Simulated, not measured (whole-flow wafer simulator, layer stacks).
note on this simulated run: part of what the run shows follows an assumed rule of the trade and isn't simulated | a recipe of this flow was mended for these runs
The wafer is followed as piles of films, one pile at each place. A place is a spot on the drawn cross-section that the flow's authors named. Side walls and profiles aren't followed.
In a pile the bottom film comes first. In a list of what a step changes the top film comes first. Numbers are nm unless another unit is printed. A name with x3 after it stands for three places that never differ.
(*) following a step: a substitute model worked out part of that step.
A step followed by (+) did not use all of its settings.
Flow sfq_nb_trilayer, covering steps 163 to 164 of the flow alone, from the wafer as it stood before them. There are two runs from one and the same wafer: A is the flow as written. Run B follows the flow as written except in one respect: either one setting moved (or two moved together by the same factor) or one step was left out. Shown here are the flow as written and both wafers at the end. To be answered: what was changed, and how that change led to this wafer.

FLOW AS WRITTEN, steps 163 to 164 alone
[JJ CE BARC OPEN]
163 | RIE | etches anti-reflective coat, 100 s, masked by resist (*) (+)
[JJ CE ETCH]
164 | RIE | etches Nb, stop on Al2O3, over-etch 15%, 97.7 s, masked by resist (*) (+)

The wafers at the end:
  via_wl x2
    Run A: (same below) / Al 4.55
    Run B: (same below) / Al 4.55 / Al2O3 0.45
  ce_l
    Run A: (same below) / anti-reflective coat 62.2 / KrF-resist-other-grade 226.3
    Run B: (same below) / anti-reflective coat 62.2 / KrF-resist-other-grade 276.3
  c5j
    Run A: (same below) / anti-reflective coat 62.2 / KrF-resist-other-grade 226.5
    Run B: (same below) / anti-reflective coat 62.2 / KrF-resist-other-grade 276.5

Cause: step 163, RIE: 80 s was run, whereas the flow has 100 s.

The path from the change to this, step by step:
  163 | RIE | etches anti-reflective coat, 100 s, masked by resist (*) (+)
      via_wl x2: A anti-reflective coat loses 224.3 (all of it) | B anti-reflective coat loses 200
      ce_l, c5j, ce_r, wl_jj: A KrF-resist-other-grade loses 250 | B KrF-resist-other-grade loses 200
  164 | RIE | etches Nb, stop on Al2O3, over-etch 15%, 97.7 s, masked by resist (*) (+)
      via_wl x2: A Nb loses 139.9 (all of it), Al2O3 loses 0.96 (all of it) | B anti-reflective coat loses 24.3 (all of it), Nb loses 139.9 (all of it), Al2O3 loses 0.51
